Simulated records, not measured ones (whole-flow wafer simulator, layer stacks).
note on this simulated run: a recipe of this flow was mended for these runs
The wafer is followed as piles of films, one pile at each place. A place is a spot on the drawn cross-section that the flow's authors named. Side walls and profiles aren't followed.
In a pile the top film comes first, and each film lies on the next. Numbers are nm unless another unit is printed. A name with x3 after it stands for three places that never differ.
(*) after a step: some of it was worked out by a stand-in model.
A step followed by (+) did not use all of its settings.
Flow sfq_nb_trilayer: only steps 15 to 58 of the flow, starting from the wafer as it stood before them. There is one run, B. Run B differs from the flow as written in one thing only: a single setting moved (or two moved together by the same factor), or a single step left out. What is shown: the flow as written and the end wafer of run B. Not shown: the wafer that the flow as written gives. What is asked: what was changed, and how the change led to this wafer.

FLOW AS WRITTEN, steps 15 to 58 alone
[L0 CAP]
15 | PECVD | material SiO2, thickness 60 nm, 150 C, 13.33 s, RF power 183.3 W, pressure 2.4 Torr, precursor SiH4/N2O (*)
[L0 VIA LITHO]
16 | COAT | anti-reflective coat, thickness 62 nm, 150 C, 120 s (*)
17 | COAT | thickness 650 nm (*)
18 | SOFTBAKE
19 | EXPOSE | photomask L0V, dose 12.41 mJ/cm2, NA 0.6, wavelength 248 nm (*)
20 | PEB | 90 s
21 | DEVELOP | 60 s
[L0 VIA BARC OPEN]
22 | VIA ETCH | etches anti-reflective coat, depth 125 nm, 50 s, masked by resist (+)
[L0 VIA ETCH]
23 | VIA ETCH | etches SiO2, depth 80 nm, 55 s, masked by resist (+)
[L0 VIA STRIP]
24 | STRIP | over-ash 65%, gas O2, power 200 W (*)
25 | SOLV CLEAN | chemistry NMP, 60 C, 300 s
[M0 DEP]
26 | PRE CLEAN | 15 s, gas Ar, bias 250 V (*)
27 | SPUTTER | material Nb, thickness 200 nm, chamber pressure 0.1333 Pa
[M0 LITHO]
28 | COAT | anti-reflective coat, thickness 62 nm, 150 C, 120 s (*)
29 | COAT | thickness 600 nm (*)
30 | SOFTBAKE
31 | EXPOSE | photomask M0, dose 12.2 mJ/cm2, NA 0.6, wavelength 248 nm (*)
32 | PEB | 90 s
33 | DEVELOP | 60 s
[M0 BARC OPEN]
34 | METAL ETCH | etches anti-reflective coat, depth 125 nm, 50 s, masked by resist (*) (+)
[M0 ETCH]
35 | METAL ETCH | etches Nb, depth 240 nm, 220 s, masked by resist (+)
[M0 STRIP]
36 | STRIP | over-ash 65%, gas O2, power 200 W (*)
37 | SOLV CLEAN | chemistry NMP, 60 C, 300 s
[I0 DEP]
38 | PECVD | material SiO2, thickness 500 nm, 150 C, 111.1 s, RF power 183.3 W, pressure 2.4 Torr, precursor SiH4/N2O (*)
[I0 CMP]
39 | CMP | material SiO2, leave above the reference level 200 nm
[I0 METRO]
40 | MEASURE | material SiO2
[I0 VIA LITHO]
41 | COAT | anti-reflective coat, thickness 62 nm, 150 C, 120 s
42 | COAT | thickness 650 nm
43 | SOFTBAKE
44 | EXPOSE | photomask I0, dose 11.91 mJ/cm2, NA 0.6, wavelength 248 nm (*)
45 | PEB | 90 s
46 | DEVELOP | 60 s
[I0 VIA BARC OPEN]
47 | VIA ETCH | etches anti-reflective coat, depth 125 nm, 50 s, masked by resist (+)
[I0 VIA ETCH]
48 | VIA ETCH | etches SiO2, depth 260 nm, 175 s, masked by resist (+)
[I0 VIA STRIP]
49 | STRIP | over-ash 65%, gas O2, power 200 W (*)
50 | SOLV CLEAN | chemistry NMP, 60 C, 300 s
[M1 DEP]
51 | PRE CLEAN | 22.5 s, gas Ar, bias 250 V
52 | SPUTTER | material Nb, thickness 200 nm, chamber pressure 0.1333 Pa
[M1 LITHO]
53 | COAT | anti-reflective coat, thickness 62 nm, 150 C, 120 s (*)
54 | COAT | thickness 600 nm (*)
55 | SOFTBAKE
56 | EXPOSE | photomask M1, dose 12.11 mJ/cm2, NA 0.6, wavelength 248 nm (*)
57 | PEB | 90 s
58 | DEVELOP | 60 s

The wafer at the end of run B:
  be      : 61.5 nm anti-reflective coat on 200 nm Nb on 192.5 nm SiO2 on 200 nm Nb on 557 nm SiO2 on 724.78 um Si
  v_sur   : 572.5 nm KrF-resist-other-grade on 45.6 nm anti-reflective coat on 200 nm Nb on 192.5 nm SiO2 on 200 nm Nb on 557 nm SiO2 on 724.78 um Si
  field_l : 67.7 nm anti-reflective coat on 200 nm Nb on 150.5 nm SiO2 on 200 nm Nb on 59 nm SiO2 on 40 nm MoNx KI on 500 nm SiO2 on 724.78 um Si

What caused this: step 15, PECVD: pressure 2.14 Torr was run, though the flow has pressure 2.4 Torr.

The path from the change to this, step by step:
  15 | PECVD | material SiO2, thickness 60 nm, 150 C, 13.33 s, RF power 183.3 W, pressure 2.4 Torr, precursor SiH4/N2O (*)
      v_sur, via_wl, via_w and 97 more: +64 SiO2 (it would be, as written: +60 SiO2)
      field_l, l0_sur, l0v, l0r_line_l, l0r_line_c, l0r_line_r: +64 SiO2 (new film) (it would be, as written: +60 SiO2 (new film))
  23 | VIA ETCH | etches SiO2, depth 80 nm, 55 s, masked by resist (+)
      l0v: -63.6 SiO2 (all of it), -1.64 MoNx KI (it would be, as written: -59.7 SiO2 (all of it), -2.03 MoNx KI)
  28 | COAT | anti-reflective coat, thickness 62 nm, 150 C, 120 s (*)
      l0_sur: +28 anti-reflective coat (new film) (it would be, as written: +29.3 anti-reflective coat (new film))
  36 | STRIP | over-ash 65%, gas O2, power 200 W (*)
      l0_sur: -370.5 KrF-resist-other-grade (all of it), -28 anti-reflective coat (all of it) (it would be, as written: -370 KrF-resist-other-grade (all of it), -29.3 anti-reflective coat (all of it))
